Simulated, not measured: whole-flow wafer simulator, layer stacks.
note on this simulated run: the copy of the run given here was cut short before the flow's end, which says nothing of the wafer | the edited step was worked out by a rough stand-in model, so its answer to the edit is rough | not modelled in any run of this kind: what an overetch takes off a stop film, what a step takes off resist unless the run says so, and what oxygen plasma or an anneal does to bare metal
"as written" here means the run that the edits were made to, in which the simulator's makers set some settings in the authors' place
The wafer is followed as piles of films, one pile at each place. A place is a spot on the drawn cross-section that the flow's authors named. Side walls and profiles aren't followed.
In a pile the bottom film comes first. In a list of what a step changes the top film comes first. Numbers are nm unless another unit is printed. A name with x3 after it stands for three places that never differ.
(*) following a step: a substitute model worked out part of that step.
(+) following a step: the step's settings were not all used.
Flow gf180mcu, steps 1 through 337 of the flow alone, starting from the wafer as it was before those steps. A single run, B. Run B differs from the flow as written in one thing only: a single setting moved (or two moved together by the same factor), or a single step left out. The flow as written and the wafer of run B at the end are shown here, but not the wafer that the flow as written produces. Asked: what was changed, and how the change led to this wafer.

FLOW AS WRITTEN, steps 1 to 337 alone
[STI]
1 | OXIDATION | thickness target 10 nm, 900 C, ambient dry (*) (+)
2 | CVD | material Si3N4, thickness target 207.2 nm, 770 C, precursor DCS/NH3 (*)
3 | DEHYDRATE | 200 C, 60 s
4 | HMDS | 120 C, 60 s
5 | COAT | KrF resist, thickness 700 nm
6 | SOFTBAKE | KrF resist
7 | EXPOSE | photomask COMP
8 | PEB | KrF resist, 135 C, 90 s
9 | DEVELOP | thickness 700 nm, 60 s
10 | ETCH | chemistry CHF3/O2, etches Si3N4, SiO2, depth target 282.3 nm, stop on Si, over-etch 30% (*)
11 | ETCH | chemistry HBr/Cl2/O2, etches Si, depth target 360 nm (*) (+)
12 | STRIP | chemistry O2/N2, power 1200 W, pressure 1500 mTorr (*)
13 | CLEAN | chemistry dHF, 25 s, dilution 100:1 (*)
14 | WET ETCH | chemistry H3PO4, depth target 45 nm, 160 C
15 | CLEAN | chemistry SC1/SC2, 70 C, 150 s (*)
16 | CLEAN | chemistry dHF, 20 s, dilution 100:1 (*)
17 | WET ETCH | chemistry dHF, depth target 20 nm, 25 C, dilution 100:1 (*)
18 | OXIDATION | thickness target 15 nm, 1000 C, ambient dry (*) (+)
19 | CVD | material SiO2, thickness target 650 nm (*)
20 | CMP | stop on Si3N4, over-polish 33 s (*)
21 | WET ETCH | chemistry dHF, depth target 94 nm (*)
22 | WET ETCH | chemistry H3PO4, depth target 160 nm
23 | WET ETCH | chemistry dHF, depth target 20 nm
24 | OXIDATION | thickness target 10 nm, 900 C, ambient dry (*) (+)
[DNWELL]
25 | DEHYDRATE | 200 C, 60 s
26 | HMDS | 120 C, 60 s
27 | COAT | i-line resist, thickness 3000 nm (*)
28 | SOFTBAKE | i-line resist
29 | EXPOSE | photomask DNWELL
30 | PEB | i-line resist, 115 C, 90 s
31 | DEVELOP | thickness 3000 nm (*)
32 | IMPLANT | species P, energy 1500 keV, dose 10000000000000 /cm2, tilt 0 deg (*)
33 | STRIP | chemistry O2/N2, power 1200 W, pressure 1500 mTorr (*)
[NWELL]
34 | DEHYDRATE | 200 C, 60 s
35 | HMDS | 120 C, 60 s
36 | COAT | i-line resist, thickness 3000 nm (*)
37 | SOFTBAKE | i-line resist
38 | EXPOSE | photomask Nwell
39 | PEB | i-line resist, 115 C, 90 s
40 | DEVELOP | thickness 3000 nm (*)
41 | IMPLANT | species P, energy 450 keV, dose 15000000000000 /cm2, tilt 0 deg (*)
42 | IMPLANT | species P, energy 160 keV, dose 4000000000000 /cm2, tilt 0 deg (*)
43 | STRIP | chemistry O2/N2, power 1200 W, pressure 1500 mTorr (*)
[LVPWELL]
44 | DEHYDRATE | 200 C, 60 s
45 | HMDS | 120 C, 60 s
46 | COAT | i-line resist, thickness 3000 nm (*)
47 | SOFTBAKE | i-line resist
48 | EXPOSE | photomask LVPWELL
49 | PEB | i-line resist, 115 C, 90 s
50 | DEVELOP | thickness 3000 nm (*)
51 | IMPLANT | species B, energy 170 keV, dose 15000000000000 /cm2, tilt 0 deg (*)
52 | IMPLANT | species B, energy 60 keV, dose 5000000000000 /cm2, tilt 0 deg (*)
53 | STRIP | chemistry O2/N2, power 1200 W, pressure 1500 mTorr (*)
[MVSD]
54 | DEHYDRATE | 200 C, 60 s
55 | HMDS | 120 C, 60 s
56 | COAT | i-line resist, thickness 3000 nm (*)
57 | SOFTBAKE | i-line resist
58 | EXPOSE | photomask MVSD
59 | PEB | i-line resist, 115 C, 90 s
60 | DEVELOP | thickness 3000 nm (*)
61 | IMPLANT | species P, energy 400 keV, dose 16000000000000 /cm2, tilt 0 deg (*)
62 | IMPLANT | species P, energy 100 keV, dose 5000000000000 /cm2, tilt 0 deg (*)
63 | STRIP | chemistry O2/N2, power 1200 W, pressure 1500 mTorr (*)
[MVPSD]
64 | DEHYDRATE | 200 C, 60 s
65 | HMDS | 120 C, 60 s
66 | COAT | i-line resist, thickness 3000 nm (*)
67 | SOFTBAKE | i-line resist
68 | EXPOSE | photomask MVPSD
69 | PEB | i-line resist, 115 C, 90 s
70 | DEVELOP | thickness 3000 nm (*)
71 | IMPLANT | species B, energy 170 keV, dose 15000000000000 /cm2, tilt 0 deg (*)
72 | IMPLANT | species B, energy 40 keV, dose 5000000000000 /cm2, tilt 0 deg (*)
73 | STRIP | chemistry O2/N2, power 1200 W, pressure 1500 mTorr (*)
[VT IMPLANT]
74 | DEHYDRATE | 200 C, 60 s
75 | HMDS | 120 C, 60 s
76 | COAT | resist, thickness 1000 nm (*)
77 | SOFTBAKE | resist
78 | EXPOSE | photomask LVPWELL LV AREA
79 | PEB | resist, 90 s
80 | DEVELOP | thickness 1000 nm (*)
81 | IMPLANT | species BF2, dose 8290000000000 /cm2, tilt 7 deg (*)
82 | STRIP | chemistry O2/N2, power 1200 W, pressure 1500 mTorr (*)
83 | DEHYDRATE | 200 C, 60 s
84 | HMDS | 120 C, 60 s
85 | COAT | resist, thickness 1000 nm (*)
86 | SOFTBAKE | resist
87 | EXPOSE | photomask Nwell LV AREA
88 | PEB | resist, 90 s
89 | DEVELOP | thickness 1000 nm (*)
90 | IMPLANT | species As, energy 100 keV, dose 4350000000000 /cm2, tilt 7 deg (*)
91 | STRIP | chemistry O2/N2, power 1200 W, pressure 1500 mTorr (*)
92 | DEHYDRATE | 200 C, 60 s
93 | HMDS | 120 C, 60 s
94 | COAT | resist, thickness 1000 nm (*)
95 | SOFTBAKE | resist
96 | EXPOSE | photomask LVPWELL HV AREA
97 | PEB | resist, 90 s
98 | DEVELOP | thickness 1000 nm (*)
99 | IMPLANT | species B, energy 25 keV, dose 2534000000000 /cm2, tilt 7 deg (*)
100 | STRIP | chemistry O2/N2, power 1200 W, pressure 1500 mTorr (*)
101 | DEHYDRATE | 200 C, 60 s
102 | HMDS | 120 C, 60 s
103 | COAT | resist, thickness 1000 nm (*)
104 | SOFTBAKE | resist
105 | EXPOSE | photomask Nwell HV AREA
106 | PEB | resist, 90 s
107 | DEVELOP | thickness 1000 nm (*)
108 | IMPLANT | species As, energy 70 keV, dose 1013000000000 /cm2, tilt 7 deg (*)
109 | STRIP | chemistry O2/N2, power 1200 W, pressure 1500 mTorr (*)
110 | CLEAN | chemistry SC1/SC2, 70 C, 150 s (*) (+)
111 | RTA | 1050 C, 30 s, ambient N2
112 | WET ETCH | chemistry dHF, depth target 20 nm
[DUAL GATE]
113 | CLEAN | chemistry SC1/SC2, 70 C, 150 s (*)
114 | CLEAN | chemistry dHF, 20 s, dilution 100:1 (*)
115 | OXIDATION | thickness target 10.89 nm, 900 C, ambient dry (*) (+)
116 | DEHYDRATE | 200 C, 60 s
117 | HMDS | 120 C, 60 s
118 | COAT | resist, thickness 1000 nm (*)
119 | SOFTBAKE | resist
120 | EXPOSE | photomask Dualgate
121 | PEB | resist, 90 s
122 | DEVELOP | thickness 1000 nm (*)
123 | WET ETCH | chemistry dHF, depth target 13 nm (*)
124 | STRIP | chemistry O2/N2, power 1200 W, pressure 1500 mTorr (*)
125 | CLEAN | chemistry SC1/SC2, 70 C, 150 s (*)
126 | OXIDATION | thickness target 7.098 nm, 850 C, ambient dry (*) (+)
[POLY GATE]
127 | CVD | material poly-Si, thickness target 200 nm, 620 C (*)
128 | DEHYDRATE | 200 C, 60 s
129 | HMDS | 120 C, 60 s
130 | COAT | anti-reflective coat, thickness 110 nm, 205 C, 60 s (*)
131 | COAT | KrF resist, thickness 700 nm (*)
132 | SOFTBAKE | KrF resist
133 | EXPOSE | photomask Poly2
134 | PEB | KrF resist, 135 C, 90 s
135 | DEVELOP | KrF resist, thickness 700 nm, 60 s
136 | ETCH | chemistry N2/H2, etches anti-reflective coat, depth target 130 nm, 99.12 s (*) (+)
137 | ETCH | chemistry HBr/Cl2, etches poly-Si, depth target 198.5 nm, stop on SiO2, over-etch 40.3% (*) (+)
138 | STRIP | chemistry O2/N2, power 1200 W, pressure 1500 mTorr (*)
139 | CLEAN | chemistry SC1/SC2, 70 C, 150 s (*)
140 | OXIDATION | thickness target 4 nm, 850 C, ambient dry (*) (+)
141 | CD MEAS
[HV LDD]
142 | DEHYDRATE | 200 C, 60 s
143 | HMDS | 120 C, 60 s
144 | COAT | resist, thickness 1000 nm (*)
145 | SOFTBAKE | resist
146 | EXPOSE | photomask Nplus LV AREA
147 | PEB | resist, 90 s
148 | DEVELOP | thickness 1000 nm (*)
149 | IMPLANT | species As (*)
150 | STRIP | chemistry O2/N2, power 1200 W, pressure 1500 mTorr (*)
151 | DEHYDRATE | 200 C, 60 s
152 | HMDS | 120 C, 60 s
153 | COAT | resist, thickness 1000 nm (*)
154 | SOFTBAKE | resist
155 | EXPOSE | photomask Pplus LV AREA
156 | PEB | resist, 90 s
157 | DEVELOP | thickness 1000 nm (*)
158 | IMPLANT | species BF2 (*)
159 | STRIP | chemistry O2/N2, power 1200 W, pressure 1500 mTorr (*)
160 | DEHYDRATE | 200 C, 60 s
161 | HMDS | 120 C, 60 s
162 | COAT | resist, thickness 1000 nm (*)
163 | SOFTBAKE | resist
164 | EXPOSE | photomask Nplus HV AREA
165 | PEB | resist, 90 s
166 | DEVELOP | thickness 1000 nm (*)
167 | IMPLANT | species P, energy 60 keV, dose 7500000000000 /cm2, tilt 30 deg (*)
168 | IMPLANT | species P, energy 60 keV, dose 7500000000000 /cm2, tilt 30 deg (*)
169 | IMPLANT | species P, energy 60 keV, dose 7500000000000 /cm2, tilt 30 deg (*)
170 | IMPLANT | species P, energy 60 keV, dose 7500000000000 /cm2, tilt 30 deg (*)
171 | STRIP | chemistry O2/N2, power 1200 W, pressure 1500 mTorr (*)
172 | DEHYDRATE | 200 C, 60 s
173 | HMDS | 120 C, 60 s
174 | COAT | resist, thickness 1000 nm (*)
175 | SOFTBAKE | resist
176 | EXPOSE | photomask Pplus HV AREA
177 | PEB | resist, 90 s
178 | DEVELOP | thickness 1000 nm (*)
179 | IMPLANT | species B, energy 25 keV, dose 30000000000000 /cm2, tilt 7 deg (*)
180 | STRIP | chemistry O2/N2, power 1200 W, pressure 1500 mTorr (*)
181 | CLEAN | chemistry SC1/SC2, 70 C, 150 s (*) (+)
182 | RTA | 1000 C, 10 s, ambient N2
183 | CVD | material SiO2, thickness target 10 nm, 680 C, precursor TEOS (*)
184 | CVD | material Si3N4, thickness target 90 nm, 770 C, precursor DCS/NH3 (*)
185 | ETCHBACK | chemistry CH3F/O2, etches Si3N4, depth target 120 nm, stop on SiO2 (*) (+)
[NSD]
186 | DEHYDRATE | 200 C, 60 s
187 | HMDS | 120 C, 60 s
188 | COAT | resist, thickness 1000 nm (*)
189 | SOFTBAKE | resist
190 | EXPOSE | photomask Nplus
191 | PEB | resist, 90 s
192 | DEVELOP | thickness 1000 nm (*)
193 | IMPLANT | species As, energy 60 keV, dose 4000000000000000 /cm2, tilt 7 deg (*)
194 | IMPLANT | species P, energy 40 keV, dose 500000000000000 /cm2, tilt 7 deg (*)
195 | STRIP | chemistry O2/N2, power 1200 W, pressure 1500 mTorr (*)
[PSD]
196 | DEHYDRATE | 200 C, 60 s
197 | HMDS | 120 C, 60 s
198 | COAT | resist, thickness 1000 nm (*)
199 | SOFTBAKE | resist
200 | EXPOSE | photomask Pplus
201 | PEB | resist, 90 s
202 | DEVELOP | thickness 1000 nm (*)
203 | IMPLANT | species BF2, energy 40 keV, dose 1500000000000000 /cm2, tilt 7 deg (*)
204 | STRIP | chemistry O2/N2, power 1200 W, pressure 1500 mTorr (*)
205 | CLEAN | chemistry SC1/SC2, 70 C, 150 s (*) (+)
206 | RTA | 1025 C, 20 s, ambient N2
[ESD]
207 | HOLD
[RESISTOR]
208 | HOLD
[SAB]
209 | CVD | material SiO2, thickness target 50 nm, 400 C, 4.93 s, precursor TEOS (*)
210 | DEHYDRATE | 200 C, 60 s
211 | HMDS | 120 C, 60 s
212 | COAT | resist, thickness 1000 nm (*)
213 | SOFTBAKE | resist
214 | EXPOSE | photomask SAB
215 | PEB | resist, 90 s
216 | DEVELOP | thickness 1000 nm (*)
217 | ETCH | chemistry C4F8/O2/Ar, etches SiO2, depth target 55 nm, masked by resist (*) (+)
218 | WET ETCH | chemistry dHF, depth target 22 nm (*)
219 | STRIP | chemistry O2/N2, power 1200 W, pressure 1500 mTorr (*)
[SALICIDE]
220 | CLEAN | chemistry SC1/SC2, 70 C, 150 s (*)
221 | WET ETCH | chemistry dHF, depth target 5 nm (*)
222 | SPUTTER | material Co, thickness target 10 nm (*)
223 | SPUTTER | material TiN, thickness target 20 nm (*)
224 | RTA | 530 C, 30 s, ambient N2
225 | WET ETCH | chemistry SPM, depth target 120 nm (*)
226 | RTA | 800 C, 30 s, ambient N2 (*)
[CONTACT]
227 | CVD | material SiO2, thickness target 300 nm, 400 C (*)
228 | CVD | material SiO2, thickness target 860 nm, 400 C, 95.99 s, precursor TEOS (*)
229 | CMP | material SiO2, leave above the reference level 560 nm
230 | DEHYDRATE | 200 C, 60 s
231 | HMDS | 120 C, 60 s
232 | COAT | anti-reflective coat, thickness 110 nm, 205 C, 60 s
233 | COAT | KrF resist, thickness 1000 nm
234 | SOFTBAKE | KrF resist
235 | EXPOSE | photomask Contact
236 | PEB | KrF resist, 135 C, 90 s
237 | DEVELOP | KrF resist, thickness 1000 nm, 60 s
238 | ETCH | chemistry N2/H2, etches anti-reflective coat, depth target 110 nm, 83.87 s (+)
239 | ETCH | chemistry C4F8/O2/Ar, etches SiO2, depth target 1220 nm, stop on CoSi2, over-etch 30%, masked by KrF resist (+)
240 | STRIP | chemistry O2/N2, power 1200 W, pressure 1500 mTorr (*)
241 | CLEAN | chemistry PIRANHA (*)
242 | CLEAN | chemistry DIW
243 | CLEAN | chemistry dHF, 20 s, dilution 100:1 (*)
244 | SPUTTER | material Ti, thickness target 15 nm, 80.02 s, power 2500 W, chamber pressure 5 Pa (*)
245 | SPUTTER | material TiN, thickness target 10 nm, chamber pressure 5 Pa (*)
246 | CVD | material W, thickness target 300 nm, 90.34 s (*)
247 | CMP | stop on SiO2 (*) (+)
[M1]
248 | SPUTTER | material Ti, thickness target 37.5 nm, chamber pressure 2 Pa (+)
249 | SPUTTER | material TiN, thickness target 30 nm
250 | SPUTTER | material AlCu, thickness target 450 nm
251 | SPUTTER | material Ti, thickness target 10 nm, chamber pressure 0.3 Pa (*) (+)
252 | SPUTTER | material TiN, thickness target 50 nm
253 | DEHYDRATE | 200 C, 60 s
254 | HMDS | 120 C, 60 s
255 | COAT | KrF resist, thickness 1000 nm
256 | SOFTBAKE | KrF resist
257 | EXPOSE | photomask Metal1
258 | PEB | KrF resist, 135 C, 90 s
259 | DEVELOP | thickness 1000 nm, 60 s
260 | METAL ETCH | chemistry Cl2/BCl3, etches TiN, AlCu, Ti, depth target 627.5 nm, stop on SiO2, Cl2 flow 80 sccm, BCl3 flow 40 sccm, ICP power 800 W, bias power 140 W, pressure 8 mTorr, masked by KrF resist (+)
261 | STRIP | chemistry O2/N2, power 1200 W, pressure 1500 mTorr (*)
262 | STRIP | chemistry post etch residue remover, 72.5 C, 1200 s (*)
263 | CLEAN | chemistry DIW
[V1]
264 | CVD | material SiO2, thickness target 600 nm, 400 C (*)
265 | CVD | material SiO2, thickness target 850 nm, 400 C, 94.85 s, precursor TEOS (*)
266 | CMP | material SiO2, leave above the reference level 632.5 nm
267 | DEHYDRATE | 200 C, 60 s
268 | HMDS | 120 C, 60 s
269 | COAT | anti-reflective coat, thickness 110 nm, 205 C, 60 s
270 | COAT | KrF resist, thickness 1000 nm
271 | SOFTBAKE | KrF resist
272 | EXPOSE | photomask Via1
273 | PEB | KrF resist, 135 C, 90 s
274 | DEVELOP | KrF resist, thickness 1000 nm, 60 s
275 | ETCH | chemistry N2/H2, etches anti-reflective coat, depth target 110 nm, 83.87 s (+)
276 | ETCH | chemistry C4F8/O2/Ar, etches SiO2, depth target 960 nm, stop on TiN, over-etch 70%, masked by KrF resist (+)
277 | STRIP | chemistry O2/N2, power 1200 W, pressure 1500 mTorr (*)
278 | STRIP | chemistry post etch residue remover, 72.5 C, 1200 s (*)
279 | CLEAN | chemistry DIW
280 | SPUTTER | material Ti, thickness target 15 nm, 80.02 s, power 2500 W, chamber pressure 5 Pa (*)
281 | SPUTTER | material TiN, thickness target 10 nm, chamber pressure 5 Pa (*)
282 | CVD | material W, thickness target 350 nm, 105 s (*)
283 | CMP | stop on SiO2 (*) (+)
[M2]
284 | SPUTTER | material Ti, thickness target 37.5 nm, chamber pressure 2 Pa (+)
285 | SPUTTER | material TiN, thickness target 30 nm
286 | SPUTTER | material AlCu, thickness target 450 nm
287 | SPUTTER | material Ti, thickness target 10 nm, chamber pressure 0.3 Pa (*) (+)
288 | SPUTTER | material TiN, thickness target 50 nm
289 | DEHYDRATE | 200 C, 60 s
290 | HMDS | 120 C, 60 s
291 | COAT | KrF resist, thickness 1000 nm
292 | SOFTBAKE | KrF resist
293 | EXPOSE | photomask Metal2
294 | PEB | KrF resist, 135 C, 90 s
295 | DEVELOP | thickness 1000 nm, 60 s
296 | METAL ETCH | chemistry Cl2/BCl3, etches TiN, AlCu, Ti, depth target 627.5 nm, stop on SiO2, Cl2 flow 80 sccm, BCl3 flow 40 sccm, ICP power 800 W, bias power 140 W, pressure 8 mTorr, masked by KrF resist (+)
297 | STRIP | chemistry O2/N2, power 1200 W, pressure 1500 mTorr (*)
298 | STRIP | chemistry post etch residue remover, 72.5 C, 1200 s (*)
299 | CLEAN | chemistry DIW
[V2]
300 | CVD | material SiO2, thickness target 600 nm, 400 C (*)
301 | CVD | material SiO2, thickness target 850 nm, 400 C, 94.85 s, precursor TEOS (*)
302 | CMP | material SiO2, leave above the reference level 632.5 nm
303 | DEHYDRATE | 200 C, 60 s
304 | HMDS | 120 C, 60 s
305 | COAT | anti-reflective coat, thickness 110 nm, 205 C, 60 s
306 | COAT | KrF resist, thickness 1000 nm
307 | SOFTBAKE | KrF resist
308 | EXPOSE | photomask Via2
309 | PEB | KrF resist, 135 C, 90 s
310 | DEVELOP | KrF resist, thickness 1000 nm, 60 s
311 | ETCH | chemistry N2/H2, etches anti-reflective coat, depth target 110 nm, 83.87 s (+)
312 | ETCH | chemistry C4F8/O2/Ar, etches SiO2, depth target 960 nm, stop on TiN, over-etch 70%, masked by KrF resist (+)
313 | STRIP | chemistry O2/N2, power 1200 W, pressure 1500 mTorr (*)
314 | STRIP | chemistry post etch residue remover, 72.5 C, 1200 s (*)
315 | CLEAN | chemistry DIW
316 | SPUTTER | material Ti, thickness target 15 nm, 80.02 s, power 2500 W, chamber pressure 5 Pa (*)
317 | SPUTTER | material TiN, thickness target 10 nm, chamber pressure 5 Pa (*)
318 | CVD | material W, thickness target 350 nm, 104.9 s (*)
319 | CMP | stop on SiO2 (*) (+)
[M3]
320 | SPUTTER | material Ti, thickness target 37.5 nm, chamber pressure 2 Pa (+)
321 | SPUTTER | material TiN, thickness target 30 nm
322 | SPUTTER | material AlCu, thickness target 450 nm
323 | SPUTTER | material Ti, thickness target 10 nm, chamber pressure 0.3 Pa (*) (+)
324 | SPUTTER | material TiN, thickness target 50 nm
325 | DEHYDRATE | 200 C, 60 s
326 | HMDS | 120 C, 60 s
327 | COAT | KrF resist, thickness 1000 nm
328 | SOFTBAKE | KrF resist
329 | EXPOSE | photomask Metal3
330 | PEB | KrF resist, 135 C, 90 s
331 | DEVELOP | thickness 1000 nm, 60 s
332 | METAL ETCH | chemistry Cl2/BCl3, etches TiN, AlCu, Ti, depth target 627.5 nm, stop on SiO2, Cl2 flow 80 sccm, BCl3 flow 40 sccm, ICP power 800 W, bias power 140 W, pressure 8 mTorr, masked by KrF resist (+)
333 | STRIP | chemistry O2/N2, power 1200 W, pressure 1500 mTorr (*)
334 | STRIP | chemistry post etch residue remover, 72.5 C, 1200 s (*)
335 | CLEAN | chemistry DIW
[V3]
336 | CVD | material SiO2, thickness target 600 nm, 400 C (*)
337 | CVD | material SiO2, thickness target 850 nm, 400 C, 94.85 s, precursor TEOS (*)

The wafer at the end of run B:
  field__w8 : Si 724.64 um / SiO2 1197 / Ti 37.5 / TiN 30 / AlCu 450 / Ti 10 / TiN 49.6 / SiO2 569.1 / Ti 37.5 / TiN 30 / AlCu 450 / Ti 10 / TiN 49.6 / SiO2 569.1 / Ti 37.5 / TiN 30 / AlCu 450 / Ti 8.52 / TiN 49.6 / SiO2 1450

The reason: step 323, SPUTTER: thickness target 8.52 nm was run, though the flow has thickness target 10 nm.
The wafer itself shows it: field__w8 has Ti 8.52, and step 323 as written asks for 10 nm.

The path from the change to this, step by step:
  323 | SPUTTER | material Ti, thickness target 10 nm, chamber pressure 0.3 Pa (*) (+)
      field, field__w1, field__w2 and 108 more: Ti gains 8.52 (new film) (in the flow as written it would be: Ti gains 10 (new film))
  332 | METAL ETCH | chemistry Cl2/BCl3, etches TiN, AlCu, Ti, depth target 627.5 nm, stop on SiO2, Cl2 flow 80 sccm, BCl3 flow 40 sccm, ICP power 800 W, bias power 140 W, pressure 8 mTorr, masked by KrF resist (+)
      field, field__w1, field__w2 and 103 more: TiN loses 50 (all of it), Ti loses 8.52 (all of it), AlCu loses 450 (all of it), TiN loses 30 (all of it), Ti loses 37.5 (all of it) (in the flow as written it would be: TiN loses 50 (all of it), Ti loses 10 (all of it), AlCu loses 450 (all of it), TiN loses 30 (all of it), Ti loses 37.5 (all of it))
